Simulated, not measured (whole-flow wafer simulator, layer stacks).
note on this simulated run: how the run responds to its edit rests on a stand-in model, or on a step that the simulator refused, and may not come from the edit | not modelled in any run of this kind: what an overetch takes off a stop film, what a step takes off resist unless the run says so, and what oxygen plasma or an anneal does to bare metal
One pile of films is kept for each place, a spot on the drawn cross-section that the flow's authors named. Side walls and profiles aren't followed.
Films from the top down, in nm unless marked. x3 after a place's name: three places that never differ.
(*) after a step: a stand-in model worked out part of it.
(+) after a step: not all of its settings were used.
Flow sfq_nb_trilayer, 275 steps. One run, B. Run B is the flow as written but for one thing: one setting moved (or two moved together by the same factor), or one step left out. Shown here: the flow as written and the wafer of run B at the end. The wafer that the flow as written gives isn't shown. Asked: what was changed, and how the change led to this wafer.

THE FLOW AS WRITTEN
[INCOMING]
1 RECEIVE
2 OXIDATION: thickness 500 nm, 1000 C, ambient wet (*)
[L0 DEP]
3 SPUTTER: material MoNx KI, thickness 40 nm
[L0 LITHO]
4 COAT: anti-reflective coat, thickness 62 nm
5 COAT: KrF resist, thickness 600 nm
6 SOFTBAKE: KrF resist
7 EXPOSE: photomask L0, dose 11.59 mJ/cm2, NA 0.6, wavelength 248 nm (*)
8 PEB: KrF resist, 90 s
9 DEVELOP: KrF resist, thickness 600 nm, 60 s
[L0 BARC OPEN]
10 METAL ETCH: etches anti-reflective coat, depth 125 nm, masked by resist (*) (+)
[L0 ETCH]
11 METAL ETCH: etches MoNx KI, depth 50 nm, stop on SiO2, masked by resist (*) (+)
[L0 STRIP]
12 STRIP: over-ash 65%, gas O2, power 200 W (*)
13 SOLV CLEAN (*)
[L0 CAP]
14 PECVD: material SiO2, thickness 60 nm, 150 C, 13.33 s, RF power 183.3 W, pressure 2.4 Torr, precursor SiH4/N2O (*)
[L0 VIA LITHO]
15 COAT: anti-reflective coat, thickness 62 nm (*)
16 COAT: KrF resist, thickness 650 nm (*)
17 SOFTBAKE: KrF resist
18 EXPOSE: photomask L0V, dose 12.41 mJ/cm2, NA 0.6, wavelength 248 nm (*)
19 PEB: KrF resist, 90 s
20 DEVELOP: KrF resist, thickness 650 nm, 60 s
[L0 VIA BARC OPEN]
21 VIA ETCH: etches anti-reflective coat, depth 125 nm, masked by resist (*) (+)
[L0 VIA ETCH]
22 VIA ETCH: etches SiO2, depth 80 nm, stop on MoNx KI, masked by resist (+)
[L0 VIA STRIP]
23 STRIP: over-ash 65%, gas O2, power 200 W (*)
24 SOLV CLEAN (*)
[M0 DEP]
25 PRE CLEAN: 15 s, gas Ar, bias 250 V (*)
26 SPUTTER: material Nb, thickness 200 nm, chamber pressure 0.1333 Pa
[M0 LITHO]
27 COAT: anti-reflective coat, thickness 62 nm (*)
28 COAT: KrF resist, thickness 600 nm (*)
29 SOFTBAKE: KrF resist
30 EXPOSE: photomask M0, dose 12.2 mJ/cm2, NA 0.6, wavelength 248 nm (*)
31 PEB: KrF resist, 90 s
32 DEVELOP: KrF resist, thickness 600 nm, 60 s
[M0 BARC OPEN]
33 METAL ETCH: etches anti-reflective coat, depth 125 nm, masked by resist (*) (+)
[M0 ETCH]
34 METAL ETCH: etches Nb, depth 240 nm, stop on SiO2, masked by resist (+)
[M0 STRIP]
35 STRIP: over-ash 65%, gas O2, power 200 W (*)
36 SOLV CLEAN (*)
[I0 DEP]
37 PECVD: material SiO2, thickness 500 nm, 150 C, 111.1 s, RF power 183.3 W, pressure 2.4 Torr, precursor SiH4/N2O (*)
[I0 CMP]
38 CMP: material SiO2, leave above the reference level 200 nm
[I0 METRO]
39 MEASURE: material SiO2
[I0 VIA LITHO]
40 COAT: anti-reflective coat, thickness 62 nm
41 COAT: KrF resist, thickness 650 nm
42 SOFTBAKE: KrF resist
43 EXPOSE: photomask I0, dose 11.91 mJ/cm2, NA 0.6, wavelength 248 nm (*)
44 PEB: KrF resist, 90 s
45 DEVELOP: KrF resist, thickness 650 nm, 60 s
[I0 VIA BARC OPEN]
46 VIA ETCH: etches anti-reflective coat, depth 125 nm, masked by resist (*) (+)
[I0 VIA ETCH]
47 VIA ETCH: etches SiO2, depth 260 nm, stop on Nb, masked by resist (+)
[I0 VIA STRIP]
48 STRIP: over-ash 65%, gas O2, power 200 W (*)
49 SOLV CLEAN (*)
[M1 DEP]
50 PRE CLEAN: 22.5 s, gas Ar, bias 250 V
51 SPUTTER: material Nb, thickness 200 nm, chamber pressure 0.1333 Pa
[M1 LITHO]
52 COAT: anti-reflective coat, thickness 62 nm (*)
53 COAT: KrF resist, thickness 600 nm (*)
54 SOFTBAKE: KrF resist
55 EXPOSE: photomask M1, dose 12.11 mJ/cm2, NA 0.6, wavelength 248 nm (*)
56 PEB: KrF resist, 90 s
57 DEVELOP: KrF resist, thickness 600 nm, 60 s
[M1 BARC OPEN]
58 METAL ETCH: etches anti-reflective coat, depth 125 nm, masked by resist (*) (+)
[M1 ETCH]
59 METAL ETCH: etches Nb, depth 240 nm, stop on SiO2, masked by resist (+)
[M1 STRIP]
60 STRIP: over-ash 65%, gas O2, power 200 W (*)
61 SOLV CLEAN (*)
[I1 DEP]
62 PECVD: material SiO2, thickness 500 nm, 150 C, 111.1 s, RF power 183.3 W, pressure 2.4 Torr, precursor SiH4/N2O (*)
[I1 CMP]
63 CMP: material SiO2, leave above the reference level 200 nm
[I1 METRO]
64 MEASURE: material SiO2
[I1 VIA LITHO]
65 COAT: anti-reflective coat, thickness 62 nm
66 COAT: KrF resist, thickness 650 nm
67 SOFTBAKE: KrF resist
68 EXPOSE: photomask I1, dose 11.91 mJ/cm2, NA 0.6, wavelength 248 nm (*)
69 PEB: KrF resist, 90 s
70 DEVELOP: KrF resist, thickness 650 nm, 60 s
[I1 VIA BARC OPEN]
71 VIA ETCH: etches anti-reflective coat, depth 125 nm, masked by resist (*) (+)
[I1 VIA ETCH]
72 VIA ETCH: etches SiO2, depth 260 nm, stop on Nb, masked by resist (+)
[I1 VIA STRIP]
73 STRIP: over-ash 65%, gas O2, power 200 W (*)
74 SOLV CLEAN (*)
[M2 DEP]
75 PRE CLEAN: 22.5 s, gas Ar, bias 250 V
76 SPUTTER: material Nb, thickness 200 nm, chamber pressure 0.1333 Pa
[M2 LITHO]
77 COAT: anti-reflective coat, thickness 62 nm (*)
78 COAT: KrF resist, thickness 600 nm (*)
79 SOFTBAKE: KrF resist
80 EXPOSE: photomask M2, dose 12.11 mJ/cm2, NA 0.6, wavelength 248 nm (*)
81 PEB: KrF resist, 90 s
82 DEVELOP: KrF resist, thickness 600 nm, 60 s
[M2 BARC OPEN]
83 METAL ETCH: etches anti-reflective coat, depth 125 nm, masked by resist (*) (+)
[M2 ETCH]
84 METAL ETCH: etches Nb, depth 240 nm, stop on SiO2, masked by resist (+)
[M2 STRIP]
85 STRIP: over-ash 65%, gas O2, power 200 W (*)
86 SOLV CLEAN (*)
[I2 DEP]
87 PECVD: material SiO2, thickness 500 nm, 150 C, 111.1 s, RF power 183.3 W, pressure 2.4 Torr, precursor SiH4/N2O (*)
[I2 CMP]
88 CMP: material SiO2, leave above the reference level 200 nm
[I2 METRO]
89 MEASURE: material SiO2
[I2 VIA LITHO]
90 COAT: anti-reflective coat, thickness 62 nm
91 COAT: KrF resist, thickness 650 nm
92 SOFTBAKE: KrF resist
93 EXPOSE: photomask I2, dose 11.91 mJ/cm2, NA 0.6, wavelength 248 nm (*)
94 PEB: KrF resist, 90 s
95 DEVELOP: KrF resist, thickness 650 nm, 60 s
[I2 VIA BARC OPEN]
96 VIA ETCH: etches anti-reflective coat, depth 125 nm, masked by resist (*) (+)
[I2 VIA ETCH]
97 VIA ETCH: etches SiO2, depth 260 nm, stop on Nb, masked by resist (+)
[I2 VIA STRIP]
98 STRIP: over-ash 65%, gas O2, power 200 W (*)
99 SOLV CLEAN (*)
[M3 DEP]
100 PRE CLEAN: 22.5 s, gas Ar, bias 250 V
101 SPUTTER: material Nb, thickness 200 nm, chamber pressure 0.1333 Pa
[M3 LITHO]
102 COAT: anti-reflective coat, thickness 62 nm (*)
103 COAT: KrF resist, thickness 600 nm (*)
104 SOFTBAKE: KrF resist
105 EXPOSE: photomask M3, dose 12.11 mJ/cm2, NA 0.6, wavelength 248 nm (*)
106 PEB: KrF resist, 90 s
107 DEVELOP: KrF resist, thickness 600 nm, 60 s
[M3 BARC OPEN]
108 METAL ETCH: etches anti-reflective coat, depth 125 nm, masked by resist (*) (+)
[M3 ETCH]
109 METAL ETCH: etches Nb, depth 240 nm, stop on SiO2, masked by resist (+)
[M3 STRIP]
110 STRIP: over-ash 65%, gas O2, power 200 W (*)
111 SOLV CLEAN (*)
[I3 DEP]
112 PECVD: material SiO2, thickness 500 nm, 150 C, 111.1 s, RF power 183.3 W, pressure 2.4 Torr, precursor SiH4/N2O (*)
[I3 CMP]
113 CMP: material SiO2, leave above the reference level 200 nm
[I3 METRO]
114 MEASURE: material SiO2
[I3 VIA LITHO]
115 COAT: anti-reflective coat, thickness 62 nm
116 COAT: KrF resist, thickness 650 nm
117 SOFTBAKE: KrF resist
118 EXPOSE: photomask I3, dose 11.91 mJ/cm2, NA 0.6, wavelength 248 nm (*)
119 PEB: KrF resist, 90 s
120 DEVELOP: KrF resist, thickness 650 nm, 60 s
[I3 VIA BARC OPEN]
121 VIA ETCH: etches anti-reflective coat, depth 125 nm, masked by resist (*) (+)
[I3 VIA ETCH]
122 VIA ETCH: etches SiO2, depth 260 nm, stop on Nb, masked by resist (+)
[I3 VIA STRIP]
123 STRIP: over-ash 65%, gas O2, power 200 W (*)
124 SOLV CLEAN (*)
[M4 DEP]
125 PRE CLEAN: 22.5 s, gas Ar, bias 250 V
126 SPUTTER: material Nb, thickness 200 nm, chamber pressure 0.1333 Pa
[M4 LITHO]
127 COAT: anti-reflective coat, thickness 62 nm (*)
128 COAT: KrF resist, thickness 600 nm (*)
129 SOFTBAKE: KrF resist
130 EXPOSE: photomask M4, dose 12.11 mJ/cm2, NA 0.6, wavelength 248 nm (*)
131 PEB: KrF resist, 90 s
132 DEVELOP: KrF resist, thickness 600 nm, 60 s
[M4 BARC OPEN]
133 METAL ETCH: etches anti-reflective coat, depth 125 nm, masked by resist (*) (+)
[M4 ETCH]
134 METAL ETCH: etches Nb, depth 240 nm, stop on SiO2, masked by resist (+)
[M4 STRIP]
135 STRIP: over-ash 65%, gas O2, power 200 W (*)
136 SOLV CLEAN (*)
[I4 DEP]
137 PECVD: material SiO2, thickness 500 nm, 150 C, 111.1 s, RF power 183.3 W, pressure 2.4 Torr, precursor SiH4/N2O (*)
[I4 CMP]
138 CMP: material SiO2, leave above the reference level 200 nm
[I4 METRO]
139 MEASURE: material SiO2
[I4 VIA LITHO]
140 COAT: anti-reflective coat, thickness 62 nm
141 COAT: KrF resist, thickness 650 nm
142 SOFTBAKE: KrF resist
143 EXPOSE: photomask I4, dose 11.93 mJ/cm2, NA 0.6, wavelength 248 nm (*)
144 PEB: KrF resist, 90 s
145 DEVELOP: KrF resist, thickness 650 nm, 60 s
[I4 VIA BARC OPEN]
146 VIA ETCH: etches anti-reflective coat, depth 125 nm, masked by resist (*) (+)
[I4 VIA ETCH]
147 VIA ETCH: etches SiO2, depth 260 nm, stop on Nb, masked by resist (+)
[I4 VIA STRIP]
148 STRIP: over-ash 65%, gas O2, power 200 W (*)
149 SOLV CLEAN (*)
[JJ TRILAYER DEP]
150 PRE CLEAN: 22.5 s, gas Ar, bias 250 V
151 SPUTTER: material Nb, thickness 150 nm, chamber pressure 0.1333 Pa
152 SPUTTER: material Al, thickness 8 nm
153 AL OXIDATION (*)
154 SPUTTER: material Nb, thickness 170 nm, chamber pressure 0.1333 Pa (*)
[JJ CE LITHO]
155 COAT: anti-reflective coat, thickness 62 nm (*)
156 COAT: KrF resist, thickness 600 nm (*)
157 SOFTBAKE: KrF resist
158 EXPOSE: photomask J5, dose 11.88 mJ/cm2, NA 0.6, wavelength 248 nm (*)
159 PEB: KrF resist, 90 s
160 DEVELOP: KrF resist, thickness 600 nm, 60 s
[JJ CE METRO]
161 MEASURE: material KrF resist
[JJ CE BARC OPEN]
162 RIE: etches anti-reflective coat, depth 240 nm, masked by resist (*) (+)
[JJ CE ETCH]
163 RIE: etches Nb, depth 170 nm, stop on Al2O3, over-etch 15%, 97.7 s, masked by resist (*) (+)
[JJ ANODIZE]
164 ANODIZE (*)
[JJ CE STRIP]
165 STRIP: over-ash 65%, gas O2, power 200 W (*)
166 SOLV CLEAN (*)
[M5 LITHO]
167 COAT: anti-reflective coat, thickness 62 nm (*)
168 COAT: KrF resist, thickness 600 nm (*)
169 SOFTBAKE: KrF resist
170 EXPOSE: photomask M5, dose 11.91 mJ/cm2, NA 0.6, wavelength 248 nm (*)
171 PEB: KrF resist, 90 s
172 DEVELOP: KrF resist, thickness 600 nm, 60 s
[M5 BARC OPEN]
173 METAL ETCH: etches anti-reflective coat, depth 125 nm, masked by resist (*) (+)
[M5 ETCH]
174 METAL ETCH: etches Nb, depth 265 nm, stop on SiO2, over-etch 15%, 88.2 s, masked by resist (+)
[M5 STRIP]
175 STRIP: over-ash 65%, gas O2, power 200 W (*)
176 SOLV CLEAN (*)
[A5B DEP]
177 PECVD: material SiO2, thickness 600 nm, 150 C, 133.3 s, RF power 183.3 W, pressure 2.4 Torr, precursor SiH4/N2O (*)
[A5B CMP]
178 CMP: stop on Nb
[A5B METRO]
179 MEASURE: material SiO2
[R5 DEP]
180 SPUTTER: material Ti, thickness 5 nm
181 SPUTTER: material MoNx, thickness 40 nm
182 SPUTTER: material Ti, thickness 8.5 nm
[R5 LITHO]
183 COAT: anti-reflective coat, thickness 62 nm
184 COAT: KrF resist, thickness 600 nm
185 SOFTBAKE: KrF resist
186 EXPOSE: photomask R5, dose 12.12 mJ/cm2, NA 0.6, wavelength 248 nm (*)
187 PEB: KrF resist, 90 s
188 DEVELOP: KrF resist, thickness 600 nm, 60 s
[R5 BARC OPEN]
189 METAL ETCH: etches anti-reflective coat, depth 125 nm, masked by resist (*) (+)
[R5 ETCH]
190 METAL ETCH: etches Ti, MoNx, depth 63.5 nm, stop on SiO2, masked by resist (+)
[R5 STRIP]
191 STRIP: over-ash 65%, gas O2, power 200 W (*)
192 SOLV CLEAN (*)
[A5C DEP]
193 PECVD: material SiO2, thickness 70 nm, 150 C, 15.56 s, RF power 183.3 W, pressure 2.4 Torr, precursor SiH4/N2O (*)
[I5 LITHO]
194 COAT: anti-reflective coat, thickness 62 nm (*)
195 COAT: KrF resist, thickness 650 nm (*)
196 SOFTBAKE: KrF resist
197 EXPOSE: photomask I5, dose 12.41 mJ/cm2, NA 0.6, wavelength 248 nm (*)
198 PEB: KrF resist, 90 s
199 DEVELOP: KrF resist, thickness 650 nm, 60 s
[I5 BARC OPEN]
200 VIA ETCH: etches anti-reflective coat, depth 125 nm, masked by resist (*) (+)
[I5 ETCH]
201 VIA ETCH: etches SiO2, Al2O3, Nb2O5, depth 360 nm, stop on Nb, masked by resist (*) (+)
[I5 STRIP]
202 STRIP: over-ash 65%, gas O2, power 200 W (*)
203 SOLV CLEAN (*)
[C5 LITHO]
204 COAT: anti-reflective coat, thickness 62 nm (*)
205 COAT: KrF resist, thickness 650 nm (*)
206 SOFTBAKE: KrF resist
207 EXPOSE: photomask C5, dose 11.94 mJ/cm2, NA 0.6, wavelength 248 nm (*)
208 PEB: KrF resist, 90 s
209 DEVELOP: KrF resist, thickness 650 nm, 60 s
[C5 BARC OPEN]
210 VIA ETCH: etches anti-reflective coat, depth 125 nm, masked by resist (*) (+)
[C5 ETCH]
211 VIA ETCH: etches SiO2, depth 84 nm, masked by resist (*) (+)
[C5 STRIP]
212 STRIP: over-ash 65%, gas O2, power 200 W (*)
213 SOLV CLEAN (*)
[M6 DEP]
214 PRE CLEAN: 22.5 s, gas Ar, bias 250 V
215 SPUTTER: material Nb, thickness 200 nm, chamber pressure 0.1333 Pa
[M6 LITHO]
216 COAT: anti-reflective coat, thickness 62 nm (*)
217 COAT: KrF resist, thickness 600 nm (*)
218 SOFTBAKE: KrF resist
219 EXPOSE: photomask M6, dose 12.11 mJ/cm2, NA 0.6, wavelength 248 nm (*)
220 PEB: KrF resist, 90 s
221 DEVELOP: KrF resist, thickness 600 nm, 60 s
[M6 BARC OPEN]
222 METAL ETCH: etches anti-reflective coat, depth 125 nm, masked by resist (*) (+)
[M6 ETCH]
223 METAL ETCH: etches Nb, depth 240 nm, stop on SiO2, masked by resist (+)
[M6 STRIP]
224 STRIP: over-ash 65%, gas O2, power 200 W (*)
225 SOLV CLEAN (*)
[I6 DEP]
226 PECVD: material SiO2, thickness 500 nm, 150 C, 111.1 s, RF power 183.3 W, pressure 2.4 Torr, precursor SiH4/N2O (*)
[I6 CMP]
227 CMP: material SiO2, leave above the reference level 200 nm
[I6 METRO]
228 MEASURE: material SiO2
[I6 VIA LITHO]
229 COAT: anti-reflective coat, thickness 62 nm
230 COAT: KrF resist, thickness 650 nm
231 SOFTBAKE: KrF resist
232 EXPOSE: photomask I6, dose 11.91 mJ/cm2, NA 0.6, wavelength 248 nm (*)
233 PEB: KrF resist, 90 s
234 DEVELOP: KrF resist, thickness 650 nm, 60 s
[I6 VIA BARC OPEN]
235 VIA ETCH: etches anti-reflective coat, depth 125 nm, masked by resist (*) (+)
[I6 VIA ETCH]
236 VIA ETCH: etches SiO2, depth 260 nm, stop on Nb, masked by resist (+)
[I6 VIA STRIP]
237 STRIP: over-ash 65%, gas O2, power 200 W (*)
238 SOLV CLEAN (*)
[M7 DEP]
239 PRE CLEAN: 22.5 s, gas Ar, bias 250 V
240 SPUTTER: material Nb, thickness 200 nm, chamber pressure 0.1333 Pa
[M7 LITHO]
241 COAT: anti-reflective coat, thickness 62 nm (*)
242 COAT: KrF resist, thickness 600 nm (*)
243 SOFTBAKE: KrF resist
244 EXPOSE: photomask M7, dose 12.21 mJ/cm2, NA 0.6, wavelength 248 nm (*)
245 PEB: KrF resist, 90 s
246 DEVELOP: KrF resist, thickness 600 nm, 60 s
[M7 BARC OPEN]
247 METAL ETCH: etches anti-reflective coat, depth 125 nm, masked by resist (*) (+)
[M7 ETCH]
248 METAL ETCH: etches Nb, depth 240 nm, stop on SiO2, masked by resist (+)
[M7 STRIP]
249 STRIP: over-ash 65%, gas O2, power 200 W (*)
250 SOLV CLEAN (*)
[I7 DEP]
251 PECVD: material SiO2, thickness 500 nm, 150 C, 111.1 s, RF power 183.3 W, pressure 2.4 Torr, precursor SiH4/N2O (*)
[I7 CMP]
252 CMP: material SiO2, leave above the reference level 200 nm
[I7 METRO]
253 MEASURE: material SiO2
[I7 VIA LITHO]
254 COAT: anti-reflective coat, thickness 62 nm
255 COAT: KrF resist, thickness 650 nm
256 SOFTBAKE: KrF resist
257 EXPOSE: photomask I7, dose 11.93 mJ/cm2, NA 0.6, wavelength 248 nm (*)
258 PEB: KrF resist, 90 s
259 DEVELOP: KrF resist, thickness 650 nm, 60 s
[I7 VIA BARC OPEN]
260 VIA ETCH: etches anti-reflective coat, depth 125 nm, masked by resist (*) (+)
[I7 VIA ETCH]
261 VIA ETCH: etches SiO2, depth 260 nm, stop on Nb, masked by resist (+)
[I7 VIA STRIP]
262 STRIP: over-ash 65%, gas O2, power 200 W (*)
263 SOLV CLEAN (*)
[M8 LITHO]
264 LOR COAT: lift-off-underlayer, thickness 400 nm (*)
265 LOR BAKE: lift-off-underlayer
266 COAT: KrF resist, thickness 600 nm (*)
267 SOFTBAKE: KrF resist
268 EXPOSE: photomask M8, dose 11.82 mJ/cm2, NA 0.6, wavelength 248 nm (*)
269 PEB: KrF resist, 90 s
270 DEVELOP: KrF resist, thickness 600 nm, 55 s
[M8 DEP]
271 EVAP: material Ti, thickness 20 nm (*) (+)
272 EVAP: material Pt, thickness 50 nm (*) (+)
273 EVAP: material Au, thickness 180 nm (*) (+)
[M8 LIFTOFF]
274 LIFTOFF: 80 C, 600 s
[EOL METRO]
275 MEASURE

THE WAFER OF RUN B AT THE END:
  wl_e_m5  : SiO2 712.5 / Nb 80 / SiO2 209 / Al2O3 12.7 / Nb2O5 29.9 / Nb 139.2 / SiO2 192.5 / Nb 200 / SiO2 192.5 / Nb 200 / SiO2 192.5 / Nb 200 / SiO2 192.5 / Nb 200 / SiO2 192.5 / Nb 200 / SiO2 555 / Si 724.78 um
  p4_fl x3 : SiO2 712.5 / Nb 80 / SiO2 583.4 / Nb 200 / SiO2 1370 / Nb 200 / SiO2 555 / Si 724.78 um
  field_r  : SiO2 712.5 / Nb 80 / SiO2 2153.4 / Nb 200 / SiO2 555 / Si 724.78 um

The cause: step 223, METAL ETCH: depth 120 nm was run, where the flow has depth 240 nm.

How the change led to this, step by step:
  223 METAL ETCH: etches Nb, depth 240 nm, stop on SiO2, masked by resist (+)
      field_l, gap, moat and 76 more: Nb -120 (as written it would be: Nb -200 (all of it))
      v_sur, via_wl, via_w and 24 more: KrF resist -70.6 (as written it would be: KrF resist -141.2)
  224 STRIP: over-ash 65%, gas O2, power 200 W (*)
      wl_j_sl, wl_j_sr: KrF resist -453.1 (all of it), anti-reflective coat -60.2 (all of it) (as written it would be: KrF resist -382.5 (all of it), anti-reflective coat -60.2 (all of it))
      wl_c_m6, wl_f_m6: KrF resist -452.9 (all of it), anti-reflective coat -62 (all of it) (as written it would be: KrF resist -382.3 (all of it), anti-reflective coat -62 (all of it))
      (and at 23 more places)
  226 PECVD: material SiO2, thickness 500 nm, 150 C, 111.1 s, RF power 183.3 W, pressure 2.4 Torr, precursor SiH4/N2O (*)
      field_l, p4_fl x3, p4_w1 x9 and 52 more: SiO2 +500 (new film) (as written it would be: SiO2 +500)
      moat, field_r, lsp_l, ln_m5, lsp_m: SiO2 +500 (new film) (as written it would be: SiO2 +493.6)
      (and at 9 more places)
  227 CMP: material SiO2, leave above the reference level 200 nm
      field_l, p4_fl x3, p4_w1 x9 and 49 more: SiO2 -180 (as written it would be: SiO2 -100)
      moat, field_r, lsp_l, ln_m5, lsp_m: SiO2 -180 (as written it would be: SiO2 -93.6)
      (and at 12 more places)
Counting metal films that touch as one body, wl_e_m5 has 7 bodies (between them, from the top down: SiO2 209 / Al2O3 12.7 / Nb2O5 29.9; SiO2 192.5; SiO2 192.5; SiO2 192.5; SiO2 192.5; SiO2 192.5); the flow as written gives 6 bodies (between them, from the top down: SiO2 192.5; SiO2 192.5; SiO2 192.5; SiO2 192.5; SiO2 192.5).
Counting metal films that touch as one body, p4_fl x3 has 3 bodies (between them, from the top down: SiO2 583.4; SiO2 1370); the flow as written gives 2 bodies (between them, from the top down: SiO2 1370).
Counting metal films that touch as one body, field_r has 2 bodies (between them, from the top down: SiO2 2153.4); the flow as written gives 1 body.
